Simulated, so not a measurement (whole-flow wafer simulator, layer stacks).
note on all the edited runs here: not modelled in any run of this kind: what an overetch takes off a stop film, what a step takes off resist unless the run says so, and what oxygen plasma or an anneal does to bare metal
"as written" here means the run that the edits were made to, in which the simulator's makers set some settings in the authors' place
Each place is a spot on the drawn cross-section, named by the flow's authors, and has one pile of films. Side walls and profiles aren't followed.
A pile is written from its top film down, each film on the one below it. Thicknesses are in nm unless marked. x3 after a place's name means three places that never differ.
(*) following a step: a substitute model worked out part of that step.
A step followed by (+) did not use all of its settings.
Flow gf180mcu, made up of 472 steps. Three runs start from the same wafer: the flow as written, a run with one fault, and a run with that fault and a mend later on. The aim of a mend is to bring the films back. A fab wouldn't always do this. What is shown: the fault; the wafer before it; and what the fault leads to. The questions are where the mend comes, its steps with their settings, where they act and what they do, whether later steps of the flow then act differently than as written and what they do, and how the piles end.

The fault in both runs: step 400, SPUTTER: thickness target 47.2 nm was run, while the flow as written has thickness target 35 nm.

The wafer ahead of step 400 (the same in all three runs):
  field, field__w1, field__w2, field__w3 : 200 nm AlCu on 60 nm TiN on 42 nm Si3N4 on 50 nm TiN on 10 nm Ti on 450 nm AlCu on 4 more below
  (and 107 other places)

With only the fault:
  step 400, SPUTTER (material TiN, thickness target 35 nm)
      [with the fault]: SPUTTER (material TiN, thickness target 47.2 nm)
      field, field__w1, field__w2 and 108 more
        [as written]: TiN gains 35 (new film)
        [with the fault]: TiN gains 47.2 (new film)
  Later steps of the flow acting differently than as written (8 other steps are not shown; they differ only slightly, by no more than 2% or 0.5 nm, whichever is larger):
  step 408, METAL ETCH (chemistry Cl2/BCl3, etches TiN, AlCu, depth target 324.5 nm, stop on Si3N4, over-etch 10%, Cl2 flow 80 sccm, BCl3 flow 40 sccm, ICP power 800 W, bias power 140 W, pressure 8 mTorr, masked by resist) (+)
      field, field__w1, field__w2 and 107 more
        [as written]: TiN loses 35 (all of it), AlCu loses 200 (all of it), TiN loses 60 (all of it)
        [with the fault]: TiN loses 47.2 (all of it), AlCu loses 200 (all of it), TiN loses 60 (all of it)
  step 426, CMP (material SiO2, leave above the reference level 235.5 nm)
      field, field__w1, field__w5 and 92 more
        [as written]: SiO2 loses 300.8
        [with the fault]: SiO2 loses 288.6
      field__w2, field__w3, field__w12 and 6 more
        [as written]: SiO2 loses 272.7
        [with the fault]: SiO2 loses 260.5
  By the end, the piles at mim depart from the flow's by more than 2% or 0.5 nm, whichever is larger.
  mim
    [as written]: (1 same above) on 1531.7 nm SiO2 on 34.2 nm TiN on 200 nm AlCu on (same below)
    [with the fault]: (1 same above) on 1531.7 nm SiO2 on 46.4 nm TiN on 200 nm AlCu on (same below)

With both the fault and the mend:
  The mend follows step 407.
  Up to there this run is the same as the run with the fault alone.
  step 407a, STRIP (chemistry O2/N2, power 2160 W, pressure 1700 mTorr) (*)
      mim
        resist loses 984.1 (all of it)
  step 407b, METAL ETCH (chemistry Cl2/BCl3, etches TiN, AlCu, Ti, depth target 12.2 nm, Cl2 flow 80 sccm, BCl3 flow 40 sccm, ICP power 800 W, bias power 140 W, pressure 8 mTorr) (the flow's step 260, run once more with other settings)
      field, field__w1, field__w2 and 108 more
        TiN loses 12.2
  step 407c, HMDS (120 C, 60 s) (the flow's step 402, run once more)
      alters no film at any place that is followed
  step 407d, COAT (resist, thickness 1000 nm) (the flow's step 403, run once more)
      field, field__w1, field__w2 and 108 more
        resist gains 1000 (new film)
  step 407e, SOFTBAKE (resist) (the flow's step 404, run once more)
      alters no film at any place that is followed
  step 407f, EXPOSE (photomask FuseTop) (the flow's step 405, run once more)
      alters no film at any place that is followed
  step 407g, PEB (resist, 70.3 s) (the flow's step 406, run once more)
      field, field__w1, field__w2 and 108 more
        resist loses 15.9
  step 407h, DEVELOP (thickness 1000 nm, 60 s) (the flow's step 407, run once more)
      field, field__w1, field__w2 and 107 more
        resist loses 984.1 (all of it)
  None of the later steps of the flow acts differently than as written at any place that is followed.
  By the end, the piles equal the flow's at every place that both follow.
